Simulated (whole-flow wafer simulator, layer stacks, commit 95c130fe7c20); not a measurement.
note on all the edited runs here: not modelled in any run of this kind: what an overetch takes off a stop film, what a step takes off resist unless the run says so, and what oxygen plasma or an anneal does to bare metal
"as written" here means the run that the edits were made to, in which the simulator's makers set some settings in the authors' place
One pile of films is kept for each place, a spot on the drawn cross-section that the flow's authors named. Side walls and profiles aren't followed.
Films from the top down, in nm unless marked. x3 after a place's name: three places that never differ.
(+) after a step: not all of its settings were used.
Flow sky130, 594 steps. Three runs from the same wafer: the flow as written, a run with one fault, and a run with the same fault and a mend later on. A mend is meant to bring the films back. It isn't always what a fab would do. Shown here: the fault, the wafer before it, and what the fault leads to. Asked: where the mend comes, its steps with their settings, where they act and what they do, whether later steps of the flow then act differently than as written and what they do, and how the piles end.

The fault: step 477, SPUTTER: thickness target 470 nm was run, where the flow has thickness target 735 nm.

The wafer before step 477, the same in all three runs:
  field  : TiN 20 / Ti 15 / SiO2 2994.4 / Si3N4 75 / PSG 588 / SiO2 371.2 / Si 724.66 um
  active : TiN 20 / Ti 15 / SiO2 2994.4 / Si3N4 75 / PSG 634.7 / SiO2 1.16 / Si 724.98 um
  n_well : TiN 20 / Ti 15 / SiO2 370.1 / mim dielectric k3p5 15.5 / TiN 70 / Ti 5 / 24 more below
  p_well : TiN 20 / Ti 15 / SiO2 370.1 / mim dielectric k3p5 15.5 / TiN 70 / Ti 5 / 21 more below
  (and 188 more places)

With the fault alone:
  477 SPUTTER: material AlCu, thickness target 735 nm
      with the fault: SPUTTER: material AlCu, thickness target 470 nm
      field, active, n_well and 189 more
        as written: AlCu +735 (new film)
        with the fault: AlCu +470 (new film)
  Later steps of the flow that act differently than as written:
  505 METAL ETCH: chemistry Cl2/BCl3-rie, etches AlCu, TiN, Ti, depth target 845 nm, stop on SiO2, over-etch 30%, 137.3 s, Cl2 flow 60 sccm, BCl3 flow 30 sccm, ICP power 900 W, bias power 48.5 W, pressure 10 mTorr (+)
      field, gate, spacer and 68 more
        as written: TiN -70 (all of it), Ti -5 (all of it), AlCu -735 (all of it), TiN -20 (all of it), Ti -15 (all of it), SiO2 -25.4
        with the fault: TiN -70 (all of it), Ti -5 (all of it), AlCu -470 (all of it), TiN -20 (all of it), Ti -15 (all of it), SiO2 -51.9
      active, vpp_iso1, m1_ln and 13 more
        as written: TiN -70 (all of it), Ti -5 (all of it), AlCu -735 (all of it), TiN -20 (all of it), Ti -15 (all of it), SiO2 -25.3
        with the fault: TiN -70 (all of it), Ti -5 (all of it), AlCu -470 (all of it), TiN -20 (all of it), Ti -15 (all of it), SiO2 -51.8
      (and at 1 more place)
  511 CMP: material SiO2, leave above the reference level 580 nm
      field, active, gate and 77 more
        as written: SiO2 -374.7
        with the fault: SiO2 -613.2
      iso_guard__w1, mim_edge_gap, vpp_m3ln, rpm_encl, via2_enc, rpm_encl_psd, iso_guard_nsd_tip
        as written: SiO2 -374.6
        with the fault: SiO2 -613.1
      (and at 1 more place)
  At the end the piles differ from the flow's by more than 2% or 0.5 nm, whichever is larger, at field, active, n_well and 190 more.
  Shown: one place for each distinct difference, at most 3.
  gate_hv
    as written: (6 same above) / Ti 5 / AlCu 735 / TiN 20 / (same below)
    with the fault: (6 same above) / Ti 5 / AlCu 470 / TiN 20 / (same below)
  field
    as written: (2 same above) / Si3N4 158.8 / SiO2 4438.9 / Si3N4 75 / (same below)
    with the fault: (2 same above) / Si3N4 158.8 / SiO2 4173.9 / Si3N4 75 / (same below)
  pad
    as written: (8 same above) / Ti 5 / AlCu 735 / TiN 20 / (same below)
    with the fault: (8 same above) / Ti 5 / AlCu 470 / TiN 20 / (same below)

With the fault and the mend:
  The mend comes after step 477.
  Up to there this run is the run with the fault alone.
  477a SPUTTER: material AlCu, thickness target 265 nm (the flow's step 477 once more, with other settings)
      field, active, n_well and 189 more
        AlCu +265
  No later step of the flow acts differently than as written at any place that is followed.
  At the end the piles are the same as the flow's at every place that both follow.
